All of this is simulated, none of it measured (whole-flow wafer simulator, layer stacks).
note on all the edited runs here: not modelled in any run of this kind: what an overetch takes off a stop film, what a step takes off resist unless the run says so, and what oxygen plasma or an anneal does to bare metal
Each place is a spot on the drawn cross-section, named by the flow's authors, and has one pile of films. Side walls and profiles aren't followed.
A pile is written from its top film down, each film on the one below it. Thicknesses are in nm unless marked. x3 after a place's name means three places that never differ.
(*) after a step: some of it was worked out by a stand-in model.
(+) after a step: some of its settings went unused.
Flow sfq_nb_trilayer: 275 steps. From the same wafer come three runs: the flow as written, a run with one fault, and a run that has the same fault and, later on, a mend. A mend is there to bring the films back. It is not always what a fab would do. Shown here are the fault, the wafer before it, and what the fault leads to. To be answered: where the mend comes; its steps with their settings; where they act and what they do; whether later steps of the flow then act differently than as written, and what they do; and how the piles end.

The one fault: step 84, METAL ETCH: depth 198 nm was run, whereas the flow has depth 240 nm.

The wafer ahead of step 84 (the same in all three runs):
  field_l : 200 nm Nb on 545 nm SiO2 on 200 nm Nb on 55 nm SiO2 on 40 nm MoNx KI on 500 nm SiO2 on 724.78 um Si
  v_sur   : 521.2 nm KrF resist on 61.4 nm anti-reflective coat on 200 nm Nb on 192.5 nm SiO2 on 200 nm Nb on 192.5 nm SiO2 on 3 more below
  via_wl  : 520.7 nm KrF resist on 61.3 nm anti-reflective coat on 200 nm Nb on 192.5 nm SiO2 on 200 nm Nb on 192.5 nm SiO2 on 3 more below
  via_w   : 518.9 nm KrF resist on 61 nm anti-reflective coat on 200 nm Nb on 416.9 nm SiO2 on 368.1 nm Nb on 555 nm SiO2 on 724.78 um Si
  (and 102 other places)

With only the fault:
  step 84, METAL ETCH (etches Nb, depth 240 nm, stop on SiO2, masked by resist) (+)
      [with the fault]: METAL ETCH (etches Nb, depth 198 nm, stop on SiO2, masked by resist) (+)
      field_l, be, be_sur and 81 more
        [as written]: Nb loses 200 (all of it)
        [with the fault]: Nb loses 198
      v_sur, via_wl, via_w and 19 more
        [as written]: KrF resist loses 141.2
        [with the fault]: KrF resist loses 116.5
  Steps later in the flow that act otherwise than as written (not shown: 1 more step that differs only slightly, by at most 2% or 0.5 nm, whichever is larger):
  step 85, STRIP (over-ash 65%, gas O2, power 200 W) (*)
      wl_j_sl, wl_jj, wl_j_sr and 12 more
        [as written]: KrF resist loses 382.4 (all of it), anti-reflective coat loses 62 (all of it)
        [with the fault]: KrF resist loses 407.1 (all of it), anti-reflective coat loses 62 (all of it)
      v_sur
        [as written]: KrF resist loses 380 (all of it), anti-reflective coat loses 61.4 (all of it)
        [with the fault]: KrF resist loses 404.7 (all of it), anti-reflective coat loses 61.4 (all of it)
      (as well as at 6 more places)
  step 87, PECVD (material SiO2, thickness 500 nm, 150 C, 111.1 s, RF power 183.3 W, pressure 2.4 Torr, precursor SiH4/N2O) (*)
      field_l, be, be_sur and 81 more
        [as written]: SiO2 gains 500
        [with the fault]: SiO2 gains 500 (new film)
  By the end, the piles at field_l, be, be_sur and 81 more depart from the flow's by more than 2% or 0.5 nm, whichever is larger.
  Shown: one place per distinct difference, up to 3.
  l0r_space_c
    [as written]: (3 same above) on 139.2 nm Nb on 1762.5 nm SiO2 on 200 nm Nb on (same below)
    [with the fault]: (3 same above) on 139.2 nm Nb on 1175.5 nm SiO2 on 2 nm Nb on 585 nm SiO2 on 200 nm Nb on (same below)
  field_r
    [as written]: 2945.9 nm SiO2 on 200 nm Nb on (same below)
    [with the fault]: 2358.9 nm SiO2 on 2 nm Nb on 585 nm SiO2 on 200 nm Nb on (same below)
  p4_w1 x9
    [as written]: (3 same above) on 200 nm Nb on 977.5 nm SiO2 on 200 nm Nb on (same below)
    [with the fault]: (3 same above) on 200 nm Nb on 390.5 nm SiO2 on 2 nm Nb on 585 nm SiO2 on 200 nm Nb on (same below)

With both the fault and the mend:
  The mend follows step 84.
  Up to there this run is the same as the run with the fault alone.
  step 84a, METAL ETCH (etches Nb, depth 42 nm, stop on SiO2, masked by resist) (+) (the flow's step 84, run once more with other settings)
      field_l, be, be_sur and 81 more
        Nb loses 2 (all of it)
      v_sur, via_wl, via_w and 19 more
        KrF resist loses 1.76
  Steps later in the flow that act otherwise than as written:
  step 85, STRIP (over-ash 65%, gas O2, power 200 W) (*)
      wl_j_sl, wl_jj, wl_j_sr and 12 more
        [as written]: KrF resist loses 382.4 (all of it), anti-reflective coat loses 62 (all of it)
        [with the mend]: KrF resist loses 405.3 (all of it), anti-reflective coat loses 62 (all of it)
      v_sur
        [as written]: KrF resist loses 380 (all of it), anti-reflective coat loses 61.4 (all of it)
        [with the mend]: KrF resist loses 403 (all of it), anti-reflective coat loses 61.4 (all of it)
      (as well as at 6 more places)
  The piles end the same as the flow's at every place that both follow.
